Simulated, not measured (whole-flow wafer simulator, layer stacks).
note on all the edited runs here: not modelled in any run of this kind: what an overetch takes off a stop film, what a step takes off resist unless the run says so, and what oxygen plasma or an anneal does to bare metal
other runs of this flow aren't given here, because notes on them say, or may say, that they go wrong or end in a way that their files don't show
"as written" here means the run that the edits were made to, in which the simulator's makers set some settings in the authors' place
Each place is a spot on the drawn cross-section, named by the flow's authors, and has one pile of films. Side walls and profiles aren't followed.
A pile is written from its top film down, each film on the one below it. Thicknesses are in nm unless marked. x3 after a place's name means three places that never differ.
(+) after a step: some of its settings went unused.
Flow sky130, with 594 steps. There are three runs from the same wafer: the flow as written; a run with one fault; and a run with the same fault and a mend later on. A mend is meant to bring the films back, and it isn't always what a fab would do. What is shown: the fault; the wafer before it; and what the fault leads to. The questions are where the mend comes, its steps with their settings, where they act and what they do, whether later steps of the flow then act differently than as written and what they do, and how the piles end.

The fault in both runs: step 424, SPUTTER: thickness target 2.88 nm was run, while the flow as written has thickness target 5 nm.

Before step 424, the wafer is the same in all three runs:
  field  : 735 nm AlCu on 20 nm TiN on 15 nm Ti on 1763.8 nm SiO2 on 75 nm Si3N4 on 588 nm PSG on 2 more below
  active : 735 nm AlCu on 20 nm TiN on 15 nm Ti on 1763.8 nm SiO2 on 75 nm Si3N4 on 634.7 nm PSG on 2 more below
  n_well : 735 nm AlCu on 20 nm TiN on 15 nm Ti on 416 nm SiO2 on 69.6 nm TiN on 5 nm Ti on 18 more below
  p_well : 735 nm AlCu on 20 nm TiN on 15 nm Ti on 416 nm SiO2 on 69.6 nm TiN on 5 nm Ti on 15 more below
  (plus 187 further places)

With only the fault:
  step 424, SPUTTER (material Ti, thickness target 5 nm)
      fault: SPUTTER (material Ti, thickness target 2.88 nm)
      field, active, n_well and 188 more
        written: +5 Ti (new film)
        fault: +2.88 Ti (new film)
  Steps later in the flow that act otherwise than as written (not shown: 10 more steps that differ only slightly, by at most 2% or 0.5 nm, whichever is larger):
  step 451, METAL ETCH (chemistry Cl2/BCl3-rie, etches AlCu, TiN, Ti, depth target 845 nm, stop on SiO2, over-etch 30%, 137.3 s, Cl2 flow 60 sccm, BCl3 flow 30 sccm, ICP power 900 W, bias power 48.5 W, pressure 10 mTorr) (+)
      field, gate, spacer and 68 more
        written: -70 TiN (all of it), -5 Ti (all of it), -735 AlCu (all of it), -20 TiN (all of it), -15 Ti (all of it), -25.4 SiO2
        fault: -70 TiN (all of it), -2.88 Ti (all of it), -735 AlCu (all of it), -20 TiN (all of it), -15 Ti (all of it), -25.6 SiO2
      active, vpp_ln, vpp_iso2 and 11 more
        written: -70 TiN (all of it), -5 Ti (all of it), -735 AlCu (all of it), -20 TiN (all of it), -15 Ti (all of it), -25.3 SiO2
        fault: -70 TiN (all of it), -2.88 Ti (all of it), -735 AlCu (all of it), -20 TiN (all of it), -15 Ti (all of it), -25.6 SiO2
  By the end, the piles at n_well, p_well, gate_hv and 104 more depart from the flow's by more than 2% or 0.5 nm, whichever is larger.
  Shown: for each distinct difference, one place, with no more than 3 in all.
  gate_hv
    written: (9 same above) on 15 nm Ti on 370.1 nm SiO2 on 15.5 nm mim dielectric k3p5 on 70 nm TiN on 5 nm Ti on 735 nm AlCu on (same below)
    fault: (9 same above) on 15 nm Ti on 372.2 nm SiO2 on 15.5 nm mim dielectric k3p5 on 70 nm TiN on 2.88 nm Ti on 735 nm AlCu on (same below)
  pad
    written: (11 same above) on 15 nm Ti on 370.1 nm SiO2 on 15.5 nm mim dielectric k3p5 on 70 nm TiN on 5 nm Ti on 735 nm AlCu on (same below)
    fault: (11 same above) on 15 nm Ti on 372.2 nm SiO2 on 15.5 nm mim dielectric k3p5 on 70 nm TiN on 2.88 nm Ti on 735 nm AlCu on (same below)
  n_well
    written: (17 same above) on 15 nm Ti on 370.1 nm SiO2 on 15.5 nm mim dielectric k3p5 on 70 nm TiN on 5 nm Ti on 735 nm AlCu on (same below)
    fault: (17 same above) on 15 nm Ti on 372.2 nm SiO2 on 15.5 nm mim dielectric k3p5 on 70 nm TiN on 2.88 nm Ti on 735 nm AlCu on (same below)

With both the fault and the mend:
  The mend follows step 424.
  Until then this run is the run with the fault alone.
  step 424a, SPUTTER (material Ti, thickness target 2.12 nm) (a further turn of the flow's step 424, with different settings)
      field, active, n_well and 188 more
        +2.12 Ti
  Later steps of the flow that are run all act as written at every place that is followed.
  The piles end the same as the flow's at every place that both follow.
